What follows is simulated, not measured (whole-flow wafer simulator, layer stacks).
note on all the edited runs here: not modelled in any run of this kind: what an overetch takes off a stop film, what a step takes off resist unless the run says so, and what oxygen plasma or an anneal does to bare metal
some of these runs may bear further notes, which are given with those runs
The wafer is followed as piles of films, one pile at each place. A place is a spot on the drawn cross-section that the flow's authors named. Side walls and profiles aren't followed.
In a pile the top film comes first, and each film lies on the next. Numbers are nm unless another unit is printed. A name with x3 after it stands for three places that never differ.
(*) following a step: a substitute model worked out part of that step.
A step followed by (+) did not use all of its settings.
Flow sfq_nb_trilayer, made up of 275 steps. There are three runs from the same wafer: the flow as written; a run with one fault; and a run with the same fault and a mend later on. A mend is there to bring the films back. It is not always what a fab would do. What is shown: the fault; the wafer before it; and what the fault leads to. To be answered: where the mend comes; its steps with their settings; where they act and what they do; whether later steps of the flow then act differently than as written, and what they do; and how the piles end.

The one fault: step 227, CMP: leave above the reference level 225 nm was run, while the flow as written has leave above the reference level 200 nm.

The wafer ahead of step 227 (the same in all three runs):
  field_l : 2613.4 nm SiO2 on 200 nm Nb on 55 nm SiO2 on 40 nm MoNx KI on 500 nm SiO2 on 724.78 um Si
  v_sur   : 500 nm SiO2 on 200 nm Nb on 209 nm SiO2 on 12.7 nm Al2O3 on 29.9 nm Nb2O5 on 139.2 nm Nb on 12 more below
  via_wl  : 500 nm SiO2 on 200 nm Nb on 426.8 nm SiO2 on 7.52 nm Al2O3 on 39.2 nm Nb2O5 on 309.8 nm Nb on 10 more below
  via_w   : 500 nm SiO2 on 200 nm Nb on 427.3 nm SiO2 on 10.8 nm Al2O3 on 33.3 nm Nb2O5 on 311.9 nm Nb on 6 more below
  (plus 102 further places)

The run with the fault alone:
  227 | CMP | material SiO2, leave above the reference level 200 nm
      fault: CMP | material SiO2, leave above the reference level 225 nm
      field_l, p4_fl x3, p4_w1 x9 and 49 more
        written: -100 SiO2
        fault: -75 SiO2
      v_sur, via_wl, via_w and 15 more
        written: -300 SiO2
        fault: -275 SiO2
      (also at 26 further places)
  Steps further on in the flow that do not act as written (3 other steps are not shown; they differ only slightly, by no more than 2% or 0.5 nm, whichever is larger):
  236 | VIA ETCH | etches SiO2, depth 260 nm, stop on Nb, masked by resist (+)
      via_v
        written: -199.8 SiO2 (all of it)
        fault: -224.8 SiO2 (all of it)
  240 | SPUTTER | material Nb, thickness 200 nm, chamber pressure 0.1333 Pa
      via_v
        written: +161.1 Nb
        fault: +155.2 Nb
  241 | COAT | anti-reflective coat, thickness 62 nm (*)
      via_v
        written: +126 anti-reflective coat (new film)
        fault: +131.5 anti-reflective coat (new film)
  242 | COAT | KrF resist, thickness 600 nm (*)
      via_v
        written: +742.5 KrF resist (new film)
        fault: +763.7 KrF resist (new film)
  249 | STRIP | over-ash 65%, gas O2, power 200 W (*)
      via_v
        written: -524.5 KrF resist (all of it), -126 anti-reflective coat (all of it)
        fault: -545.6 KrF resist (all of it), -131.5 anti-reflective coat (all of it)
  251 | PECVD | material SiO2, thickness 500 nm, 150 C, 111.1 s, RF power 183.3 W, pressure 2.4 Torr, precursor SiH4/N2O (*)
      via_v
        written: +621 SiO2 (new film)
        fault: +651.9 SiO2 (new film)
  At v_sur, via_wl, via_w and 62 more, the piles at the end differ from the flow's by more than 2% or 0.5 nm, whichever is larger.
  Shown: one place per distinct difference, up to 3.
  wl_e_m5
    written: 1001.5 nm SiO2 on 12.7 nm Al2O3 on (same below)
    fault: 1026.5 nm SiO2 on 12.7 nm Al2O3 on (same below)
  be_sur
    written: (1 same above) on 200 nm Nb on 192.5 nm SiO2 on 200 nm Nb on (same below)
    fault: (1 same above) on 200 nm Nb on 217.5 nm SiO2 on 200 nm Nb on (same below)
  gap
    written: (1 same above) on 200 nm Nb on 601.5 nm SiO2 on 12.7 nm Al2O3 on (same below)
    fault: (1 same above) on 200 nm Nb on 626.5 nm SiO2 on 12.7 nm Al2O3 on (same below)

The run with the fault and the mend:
  The mend follows step 234.
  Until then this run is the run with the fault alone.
  234a | STRIP | over-ash 65%, gas O2, power 200 W (*)
      field_l, v_sur, via_wl and 102 more
        -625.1 KrF resist (all of it), -62 anti-reflective coat (all of it)
      via_v
        -62 anti-reflective coat (all of it)
  234b | CMP | material SiO2, leave above the reference level 200 nm (a further turn of the flow's step 227)
      field_l, v_sur, via_wl and 103 more
        -25 SiO2
  234c | COAT | anti-reflective coat, thickness 62 nm (a further turn of the flow's step 229)
      field_l, v_sur, via_wl and 103 more
        +62 anti-reflective coat (new film)
  234d | COAT | KrF resist, thickness 650 nm (a further turn of the flow's step 230)
      field_l, v_sur, via_wl and 103 more
        +650 KrF resist (new film)
  234e | SOFTBAKE | KrF resist (a further turn of the flow's step 231)
      alters no film at any place that is followed
  234f | EXPOSE | photomask I6, dose 11.91 mJ/cm2, NA 0.6, wavelength 248 nm (*) (a further turn of the flow's step 232)
      alters no film at any place that is followed
  234g | PEB | KrF resist, 90 s (a further turn of the flow's step 233)
      field_l, v_sur, via_wl and 103 more
        -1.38 KrF resist
  234h | DEVELOP | KrF resist, thickness 650 nm, 60 s (a further turn of the flow's step 234)
      field_l, v_sur, via_wl and 102 more
        -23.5 KrF resist
      via_v
        -648.6 KrF resist (all of it)
  Later steps of the flow that are run all act as written at every place that is followed.
  The piles end the same as the flow's at every place that both follow.
